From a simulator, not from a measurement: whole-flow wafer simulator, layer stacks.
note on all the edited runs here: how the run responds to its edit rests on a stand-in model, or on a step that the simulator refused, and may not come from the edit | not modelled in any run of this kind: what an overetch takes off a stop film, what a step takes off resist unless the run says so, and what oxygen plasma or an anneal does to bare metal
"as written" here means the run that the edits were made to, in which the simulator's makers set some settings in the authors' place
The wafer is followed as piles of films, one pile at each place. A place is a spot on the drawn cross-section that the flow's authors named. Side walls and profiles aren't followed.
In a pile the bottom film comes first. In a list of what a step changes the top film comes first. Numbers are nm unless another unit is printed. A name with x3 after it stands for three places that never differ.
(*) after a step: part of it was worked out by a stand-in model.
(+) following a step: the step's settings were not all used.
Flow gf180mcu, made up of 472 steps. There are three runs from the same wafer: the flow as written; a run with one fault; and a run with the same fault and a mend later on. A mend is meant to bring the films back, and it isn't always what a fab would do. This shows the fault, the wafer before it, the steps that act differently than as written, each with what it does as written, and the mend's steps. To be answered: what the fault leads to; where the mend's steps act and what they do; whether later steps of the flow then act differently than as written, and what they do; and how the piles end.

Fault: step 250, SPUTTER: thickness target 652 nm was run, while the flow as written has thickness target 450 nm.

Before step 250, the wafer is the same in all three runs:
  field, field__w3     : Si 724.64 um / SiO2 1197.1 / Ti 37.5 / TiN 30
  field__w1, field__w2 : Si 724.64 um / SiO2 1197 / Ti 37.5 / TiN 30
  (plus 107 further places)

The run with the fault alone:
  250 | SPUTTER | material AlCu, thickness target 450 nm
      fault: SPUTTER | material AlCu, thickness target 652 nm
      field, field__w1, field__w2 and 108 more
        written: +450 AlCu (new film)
        fault: +652 AlCu (new film)
  Steps further on in the flow that do not act as written:
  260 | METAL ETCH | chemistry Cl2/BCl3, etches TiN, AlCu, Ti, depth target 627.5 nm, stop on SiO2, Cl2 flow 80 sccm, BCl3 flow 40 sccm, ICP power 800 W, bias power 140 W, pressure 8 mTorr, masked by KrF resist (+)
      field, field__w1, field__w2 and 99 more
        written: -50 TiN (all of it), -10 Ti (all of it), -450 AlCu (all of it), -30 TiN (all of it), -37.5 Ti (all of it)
        fault: -50 TiN (all of it), -10 Ti (all of it), -567.5 AlCu
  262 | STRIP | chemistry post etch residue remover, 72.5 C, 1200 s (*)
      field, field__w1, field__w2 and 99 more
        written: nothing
        fault: -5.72 AlCu
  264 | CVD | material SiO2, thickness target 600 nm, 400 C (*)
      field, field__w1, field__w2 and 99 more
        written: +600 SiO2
        fault: +600 SiO2 (new film)
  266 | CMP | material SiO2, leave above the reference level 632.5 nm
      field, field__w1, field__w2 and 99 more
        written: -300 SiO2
        fault: -244.3 SiO2
  The piles end different from the flow's at field, field__w1, field__w2 and 109 more by more than 2% or 0.5 nm, whichever is larger.
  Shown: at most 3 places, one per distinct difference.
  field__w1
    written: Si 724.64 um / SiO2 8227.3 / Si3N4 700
    fault: Si 724.64 um / SiO2 1197 / Ti 37.5 / TiN 30 / AlCu 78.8 / SiO2 7086 / Si3N4 700
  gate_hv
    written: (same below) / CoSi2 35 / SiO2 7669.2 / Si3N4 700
    fault: (same below) / CoSi2 35 / SiO2 638.9 / Ti 37.5 / TiN 30 / AlCu 78.8 / SiO2 7086 / Si3N4 700
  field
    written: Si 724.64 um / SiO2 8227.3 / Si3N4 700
    fault: Si 724.64 um / SiO2 1197.1 / Ti 37.5 / TiN 30 / AlCu 78.8 / SiO2 7086 / Si3N4 700

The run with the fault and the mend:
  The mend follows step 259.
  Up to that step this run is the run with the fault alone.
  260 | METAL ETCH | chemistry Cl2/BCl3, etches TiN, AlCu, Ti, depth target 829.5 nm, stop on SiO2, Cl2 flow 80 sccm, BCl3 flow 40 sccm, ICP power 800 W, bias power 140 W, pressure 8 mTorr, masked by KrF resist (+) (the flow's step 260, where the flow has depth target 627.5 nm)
      field, field__w1, field__w2 and 99 more
        -50 TiN (all of it), -10 Ti (all of it), -652 AlCu (all of it), -30 TiN (all of it), -37.5 Ti (all of it)
      field__w8, contact, m1 and 6 more
        -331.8 KrF resist
  Steps further on in the flow that do not act as written:
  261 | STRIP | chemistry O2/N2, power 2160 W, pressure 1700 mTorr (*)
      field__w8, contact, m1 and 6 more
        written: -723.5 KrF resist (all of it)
        mend: -642.7 KrF resist (all of it)
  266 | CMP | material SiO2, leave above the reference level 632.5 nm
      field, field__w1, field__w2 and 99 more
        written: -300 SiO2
        mend: -98 SiO2
  The piles end different from the flow's at field, field__w1, field__w2 and 109 more by more than 2% or 0.5 nm, whichever is larger.
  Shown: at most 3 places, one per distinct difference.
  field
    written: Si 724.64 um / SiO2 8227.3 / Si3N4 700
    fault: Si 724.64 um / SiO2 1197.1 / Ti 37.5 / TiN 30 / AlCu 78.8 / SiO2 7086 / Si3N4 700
    mend: Si 724.64 um / SiO2 8429.3 / Si3N4 700
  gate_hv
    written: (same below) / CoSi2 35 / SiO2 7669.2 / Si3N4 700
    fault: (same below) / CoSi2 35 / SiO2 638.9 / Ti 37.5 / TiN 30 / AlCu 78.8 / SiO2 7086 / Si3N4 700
    mend: (same below) / CoSi2 35 / SiO2 7871.2 / Si3N4 700
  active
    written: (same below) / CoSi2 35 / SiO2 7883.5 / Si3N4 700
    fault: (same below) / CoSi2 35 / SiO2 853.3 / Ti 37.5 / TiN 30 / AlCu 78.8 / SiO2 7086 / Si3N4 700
    mend: (same below) / CoSi2 35 / SiO2 8085.5 / Si3N4 700
